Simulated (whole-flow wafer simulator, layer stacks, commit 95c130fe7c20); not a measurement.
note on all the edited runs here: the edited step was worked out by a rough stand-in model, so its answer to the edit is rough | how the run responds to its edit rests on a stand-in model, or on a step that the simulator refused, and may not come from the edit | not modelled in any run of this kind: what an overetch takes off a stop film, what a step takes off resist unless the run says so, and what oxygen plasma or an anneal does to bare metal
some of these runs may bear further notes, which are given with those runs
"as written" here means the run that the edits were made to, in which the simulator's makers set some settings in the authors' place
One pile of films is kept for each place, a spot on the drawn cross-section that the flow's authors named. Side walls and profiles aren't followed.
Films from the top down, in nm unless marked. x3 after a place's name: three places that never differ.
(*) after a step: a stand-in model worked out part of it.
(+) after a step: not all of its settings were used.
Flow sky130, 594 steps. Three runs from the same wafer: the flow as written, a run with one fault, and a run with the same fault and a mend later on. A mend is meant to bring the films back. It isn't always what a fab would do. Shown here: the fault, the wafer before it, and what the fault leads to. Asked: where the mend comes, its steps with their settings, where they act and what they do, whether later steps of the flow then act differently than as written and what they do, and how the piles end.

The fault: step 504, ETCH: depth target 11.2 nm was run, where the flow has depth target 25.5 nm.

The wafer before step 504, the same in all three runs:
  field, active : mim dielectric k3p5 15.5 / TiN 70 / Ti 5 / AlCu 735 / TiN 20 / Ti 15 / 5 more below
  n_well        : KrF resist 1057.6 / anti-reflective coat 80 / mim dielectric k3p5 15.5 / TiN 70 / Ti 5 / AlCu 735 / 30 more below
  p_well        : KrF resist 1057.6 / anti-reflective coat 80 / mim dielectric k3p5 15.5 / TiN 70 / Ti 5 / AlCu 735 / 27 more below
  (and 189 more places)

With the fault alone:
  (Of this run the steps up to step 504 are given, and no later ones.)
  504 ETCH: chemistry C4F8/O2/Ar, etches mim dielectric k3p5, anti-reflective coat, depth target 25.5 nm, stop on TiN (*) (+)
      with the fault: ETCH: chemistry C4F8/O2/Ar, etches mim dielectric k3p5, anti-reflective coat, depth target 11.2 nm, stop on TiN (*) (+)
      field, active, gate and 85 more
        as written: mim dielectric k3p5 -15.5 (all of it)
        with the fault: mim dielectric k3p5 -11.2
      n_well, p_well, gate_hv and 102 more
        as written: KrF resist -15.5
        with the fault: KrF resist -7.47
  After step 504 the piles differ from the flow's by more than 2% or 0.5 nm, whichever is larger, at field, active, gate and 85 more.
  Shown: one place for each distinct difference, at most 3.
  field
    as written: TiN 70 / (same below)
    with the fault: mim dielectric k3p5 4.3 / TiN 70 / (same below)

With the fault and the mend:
  The mend comes after step 504.
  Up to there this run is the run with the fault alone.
  504a ETCH: chemistry C4F8/O2/Ar, etches mim dielectric k3p5, anti-reflective coat, depth target 14.3 nm, stop on TiN (*) (+) (the flow's step 504 once more, with other settings)
      n_well, p_well, gate_hv and 102 more
        KrF resist -4.3
      field, active, gate and 85 more
        mim dielectric k3p5 -4.3 (all of it)
  No later step of the flow acts differently than as written, at any place that is followed, by more than 2% or 0.5 nm, whichever is larger.
  At the end the piles are the same as the flow's at every place that both follow.
